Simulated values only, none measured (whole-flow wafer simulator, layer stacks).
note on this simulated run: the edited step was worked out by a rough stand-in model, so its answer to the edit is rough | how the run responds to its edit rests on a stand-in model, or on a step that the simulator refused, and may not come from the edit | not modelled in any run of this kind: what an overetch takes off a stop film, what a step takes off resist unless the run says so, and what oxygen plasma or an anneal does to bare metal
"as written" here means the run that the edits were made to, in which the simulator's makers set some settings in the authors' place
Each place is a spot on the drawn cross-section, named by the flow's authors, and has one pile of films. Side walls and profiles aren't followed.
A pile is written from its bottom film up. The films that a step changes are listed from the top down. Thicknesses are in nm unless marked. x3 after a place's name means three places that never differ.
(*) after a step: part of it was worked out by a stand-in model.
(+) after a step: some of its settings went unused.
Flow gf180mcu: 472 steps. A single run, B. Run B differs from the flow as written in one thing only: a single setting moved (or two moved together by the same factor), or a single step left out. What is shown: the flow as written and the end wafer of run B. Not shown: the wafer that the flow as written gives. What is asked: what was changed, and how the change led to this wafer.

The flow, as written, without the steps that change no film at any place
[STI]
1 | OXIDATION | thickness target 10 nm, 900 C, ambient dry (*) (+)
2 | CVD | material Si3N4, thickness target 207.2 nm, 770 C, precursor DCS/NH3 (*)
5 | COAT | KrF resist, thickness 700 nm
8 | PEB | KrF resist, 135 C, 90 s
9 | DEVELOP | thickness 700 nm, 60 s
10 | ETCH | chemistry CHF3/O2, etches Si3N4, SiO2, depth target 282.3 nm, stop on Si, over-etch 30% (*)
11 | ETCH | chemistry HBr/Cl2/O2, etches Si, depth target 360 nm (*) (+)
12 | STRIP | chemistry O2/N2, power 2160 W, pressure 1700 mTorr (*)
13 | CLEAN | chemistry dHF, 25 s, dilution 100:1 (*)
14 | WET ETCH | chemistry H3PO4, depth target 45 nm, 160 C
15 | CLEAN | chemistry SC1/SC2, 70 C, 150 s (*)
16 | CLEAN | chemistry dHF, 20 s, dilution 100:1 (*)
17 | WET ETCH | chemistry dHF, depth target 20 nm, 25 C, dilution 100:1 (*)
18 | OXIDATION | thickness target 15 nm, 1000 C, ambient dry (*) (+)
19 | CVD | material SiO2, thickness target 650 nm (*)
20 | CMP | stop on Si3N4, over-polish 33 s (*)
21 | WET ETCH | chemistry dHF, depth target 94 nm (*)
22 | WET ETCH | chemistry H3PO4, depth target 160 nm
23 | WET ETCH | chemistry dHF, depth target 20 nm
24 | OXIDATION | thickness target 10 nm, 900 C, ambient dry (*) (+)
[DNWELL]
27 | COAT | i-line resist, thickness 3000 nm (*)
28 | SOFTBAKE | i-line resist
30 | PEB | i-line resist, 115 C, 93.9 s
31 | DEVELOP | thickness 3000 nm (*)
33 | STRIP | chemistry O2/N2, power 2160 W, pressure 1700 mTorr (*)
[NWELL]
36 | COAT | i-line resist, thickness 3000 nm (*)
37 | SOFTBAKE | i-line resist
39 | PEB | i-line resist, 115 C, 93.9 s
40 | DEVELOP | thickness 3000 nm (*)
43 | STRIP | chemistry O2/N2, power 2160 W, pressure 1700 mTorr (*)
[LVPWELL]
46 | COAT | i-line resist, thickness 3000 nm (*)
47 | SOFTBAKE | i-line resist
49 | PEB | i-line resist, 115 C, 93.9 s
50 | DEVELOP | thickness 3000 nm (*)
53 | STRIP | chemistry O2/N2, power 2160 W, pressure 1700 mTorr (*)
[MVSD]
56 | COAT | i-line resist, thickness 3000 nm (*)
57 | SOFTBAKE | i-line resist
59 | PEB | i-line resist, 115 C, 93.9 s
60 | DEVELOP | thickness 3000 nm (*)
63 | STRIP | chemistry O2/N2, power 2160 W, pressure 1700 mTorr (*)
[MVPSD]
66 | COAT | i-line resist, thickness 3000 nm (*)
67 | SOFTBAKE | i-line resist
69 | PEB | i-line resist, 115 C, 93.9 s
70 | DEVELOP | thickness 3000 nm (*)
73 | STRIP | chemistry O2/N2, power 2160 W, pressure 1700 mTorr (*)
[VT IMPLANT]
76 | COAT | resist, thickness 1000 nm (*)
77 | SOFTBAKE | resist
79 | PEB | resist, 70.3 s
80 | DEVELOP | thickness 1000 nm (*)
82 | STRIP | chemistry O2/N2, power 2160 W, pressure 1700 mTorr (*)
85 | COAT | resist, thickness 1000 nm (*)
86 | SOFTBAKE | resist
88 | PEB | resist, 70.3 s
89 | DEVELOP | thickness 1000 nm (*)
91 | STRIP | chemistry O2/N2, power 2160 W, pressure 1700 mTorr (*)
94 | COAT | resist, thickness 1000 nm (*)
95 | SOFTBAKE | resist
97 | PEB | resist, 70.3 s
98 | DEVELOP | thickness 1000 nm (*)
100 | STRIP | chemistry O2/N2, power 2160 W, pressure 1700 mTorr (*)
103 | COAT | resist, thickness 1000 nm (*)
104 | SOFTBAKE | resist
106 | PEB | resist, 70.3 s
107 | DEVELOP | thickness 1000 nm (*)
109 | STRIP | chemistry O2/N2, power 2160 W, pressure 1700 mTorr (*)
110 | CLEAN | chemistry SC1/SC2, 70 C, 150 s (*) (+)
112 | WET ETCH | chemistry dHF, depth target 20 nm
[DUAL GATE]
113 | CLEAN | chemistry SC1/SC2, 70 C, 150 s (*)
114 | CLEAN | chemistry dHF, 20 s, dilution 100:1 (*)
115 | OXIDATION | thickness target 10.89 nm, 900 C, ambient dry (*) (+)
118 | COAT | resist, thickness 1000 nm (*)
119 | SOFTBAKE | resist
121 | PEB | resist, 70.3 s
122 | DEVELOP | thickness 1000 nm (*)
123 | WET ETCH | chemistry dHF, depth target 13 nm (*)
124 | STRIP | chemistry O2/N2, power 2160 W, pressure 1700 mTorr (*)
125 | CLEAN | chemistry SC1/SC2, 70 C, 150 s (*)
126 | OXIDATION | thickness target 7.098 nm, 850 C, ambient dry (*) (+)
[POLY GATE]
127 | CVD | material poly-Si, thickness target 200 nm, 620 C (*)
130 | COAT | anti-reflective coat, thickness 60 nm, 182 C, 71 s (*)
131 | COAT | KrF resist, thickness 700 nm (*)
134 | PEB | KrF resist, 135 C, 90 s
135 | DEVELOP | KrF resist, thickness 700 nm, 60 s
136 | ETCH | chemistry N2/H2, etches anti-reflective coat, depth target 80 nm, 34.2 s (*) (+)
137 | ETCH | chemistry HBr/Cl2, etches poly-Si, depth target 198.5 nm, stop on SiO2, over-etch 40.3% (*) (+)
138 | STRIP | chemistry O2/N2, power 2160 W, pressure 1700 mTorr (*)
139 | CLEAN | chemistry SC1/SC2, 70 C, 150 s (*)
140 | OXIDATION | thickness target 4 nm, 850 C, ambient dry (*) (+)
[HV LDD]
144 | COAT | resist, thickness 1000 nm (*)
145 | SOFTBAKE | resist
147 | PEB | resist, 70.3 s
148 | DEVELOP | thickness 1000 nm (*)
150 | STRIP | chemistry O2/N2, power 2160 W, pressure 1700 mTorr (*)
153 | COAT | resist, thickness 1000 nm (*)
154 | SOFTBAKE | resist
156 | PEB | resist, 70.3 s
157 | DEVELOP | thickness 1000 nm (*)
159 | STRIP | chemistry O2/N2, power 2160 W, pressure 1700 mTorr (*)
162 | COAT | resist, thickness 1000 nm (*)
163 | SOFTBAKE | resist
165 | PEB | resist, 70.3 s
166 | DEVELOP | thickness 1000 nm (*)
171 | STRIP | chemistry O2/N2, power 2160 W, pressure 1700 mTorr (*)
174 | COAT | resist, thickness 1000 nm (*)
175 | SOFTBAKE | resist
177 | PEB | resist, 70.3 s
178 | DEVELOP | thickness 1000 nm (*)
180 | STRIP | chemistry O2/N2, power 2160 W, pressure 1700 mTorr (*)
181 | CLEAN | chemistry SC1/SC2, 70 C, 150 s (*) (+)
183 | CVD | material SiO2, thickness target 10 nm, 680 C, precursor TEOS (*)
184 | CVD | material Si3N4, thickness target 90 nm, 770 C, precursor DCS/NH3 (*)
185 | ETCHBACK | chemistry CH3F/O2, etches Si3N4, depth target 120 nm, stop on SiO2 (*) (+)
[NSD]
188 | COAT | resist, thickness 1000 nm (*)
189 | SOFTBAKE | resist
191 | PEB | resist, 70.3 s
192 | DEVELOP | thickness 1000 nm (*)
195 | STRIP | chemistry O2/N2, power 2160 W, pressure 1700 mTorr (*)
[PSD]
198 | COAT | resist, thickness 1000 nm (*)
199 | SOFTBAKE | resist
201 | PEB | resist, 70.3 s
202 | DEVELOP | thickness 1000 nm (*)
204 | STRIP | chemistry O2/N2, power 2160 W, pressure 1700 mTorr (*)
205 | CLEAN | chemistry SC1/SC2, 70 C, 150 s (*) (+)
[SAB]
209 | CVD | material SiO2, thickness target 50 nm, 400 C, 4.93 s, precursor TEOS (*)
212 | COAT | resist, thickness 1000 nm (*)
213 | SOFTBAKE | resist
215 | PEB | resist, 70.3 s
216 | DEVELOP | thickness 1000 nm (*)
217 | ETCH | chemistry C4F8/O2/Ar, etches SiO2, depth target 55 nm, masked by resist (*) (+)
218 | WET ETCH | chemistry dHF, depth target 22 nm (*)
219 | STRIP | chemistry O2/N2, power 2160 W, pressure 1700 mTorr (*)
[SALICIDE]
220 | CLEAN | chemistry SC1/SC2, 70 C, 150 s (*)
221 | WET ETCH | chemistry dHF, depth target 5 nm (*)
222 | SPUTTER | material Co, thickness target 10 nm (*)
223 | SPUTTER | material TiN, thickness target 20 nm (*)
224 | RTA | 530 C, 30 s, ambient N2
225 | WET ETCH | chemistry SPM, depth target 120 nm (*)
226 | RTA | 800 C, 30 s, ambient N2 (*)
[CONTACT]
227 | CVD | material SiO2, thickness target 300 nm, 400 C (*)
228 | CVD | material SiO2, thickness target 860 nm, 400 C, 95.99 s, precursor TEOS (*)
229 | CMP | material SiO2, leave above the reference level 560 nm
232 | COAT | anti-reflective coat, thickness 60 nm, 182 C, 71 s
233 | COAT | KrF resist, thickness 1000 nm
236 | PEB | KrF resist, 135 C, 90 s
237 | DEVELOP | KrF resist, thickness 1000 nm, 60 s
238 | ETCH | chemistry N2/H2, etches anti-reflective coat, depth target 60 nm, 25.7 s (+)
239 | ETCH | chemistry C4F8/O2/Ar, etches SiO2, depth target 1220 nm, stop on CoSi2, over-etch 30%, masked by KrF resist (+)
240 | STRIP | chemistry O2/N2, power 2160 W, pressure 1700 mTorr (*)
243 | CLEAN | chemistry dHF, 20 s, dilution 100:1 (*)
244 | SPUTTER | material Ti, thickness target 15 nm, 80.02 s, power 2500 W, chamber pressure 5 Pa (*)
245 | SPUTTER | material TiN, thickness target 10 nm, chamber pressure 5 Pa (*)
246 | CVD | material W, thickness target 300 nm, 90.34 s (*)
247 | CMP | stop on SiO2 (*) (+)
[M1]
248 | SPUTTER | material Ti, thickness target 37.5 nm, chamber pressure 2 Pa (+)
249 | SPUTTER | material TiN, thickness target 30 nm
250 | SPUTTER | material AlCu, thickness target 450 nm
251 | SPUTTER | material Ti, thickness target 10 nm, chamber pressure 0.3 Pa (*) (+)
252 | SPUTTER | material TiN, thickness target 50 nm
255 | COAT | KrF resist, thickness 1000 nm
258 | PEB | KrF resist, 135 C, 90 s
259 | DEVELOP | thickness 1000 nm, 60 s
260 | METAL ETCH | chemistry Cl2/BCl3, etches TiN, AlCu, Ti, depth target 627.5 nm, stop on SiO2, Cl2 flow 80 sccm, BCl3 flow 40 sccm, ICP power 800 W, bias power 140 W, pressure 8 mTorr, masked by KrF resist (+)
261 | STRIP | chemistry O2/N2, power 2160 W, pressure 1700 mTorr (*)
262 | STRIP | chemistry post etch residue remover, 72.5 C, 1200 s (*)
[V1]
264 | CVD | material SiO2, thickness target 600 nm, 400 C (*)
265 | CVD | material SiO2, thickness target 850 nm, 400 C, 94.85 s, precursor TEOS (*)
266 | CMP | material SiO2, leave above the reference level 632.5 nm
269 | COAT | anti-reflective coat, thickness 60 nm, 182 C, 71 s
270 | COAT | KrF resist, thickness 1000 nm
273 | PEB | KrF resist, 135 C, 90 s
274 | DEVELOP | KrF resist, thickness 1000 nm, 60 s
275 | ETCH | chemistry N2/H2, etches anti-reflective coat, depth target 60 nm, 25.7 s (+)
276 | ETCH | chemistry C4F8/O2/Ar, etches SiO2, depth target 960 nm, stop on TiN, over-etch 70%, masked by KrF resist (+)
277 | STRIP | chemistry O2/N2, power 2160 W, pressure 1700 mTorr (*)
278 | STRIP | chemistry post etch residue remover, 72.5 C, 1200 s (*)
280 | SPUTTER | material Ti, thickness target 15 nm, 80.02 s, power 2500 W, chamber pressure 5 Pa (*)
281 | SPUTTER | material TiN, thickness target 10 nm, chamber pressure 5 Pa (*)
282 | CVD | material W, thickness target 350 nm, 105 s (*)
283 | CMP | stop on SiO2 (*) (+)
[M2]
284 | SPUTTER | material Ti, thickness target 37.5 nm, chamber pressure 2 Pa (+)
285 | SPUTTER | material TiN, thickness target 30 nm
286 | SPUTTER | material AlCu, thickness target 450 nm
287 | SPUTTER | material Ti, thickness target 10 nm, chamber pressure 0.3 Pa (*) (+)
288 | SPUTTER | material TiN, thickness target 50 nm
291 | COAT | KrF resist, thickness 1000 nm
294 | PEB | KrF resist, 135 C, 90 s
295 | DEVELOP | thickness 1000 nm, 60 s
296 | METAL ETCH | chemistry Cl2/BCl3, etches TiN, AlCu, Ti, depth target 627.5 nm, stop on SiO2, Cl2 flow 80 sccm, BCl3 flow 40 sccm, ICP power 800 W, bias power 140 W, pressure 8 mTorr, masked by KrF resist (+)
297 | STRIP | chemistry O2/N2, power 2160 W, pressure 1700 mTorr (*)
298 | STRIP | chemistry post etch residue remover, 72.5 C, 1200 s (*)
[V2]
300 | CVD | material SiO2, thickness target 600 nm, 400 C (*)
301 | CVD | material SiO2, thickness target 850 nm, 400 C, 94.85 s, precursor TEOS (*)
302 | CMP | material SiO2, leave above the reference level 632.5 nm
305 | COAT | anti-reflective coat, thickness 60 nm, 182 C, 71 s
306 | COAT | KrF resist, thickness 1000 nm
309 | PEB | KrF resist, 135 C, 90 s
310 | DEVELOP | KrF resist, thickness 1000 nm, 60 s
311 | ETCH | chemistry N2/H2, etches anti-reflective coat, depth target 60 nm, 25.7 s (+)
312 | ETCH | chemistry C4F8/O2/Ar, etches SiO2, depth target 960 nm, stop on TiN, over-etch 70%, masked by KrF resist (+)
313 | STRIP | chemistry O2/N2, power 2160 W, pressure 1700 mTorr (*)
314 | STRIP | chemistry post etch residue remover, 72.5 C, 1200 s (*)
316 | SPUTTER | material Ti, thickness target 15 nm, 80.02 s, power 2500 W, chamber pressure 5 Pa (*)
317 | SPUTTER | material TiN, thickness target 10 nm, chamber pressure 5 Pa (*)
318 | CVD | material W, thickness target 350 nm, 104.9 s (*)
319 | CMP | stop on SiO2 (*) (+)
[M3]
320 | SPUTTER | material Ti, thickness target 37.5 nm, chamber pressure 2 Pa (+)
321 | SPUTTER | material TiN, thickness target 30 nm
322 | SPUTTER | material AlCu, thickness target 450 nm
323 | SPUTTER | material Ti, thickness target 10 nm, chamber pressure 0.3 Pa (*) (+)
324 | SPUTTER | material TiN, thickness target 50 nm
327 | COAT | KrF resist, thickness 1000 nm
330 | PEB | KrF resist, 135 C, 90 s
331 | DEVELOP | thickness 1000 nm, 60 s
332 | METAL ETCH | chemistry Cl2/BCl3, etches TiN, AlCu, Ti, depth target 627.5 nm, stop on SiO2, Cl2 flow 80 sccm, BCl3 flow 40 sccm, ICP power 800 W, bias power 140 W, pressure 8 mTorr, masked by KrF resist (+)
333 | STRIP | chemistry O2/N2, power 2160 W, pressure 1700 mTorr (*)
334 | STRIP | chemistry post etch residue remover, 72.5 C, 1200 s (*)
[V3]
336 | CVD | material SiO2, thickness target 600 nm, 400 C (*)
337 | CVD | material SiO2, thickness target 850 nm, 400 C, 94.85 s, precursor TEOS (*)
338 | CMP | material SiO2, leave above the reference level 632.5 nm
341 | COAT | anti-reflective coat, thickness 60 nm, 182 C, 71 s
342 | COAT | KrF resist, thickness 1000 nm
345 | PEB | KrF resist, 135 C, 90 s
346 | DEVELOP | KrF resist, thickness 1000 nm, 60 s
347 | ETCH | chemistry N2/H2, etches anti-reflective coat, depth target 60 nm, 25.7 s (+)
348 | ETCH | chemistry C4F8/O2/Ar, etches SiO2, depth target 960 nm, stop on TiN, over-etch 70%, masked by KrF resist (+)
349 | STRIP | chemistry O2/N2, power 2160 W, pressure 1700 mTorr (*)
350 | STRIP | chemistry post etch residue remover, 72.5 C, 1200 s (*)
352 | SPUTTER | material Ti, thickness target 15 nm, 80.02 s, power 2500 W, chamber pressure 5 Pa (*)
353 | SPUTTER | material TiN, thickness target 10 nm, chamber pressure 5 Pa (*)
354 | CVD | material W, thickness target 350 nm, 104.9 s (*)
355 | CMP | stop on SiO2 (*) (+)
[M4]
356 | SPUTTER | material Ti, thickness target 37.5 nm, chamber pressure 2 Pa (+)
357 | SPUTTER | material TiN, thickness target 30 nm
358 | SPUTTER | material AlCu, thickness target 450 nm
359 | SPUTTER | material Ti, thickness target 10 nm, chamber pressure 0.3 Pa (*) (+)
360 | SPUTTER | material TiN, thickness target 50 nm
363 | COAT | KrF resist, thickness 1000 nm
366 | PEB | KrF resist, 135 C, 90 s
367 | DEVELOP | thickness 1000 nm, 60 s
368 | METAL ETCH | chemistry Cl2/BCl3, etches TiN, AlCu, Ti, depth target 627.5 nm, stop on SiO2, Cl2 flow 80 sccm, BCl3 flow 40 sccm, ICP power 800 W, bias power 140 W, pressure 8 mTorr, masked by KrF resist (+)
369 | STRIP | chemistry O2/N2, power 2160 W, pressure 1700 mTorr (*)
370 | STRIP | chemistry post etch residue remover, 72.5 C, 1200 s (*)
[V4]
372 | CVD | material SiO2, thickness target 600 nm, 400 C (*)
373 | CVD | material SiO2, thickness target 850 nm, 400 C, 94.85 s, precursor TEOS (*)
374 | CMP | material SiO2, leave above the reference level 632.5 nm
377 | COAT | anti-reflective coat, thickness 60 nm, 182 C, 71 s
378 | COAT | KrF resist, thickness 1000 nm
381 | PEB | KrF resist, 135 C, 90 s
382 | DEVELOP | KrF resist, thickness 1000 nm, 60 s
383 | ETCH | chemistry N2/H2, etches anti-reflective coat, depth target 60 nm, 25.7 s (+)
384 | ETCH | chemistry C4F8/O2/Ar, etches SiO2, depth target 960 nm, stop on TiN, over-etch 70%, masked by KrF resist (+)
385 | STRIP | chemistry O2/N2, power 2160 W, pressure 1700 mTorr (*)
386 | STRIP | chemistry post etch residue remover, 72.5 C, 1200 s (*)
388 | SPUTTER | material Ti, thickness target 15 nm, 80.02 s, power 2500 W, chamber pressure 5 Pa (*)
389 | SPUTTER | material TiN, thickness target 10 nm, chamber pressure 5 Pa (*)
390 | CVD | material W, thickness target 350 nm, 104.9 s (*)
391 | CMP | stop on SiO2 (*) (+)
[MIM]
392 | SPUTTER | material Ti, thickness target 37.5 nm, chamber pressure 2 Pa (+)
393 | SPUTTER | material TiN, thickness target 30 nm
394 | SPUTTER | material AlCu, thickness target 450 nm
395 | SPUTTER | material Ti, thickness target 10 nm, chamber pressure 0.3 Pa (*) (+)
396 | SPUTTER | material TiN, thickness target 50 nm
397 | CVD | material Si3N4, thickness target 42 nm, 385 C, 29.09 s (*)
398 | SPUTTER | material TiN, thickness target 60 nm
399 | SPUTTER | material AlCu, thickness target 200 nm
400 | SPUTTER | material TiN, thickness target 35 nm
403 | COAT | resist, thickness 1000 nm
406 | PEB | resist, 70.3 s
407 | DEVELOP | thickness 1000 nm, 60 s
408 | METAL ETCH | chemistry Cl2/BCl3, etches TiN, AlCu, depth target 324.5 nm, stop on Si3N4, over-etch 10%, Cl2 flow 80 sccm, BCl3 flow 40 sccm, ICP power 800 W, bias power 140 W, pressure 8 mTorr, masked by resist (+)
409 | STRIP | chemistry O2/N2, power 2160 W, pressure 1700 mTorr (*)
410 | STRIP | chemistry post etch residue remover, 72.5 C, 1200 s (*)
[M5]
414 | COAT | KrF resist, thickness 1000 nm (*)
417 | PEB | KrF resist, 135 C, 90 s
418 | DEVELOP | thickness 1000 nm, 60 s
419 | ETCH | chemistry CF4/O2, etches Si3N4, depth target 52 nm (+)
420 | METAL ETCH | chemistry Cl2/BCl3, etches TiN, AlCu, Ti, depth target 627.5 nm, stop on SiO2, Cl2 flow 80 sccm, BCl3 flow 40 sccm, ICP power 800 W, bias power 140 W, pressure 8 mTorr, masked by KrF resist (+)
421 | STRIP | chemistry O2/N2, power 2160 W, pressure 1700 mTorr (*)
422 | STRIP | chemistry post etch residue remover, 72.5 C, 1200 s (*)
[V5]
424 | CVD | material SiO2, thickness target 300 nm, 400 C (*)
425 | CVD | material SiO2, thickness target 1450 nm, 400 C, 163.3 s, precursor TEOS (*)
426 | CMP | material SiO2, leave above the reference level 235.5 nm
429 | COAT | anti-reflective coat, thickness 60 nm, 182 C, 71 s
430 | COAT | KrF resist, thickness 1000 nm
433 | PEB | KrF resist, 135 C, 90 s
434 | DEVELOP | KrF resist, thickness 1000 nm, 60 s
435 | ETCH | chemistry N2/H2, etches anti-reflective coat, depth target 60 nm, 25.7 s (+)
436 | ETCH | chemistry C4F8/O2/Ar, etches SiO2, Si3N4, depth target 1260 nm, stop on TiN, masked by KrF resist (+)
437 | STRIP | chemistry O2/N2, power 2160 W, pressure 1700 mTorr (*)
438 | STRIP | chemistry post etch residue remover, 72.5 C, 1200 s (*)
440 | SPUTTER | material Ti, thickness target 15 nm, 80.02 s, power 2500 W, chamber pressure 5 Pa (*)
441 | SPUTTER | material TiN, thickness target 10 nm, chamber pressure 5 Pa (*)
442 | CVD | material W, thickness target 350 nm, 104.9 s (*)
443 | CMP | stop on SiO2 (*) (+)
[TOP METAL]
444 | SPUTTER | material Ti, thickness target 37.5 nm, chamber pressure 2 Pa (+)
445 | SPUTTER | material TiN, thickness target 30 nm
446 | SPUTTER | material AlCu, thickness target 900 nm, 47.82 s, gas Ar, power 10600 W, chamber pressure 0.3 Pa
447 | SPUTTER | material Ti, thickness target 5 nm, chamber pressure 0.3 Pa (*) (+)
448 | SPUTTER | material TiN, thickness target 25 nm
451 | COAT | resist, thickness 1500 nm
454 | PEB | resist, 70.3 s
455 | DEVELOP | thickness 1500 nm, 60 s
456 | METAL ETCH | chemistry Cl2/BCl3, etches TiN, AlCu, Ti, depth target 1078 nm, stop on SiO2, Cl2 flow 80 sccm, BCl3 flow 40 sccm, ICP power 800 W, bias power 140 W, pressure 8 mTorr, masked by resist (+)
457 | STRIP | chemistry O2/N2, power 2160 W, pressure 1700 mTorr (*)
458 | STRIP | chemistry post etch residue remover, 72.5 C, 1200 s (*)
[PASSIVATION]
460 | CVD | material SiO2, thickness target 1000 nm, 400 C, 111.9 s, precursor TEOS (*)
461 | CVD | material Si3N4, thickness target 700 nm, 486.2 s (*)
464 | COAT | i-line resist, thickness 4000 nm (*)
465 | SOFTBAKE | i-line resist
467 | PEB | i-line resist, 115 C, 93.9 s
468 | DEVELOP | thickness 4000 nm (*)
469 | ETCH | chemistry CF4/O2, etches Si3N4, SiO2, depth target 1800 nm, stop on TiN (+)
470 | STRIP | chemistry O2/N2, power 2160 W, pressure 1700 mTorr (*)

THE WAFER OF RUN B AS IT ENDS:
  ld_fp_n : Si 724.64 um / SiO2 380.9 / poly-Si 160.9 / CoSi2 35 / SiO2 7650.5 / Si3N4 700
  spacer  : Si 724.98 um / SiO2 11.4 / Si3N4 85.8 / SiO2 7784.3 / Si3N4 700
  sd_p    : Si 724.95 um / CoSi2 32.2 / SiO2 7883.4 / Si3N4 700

Cause: step 183, CVD: thickness target 4.25 nm was run, whereas the flow has thickness target 10 nm.

Step by step, how the change led to this:
  183 | CVD | material SiO2, thickness target 10 nm, 680 C, precursor TEOS (*)
      field, field__w1, field__w2 and 99 more: SiO2 gains 4.25 (it would be, as written: SiO2 gains 10)
      ld_drift_p: SiO2 gains 4.19 (it would be, as written: SiO2 gains 9.87)
      (and at 1 other place as well)
  189 | SOFTBAKE | resist
      active_hv: resist loses 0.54 (it would be, as written: resist gains 2.68)
      field_sub__w1: resist gains 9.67 (it would be, as written: resist gains 7.47)
  199 | SOFTBAKE | resist
      active_hv: resist loses 0.54 (it would be, as written: resist gains 2.68)
      field_sub__w1: resist gains 9.67 (it would be, as written: resist gains 7.47)
  217 | ETCH | chemistry C4F8/O2/Ar, etches SiO2, depth target 55 nm, masked by resist (*) (+)
      gate, gate_hv, gate_p and 23 more: SiO2 loses 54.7 (all of it) (it would be, as written: SiO2 loses 55)
  218 | WET ETCH | chemistry dHF, depth target 22 nm (*)
      gate, gate_hv, gate_p and 23 more: nothing (it would be, as written: SiO2 loses 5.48 (all of it))
      active, p_well, sd_n, iso_ptap_pw, iso_ntap_nw, iso_ptap_sub, vpnp_e: SiO2 loses 3.26 (all of it) (it would be, as written: SiO2 loses 9.01 (all of it))
      (and at 16 other places as well)
  229 | CMP | material SiO2, leave above the reference level 560 nm
      field_sub, field_sub__w2: SiO2 loses 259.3 (it would be, as written: SiO2 loses 265.5)
      field__w1: SiO2 loses 277.6 (it would be, as written: SiO2 loses 283.7)
      (and at 13 other places as well)
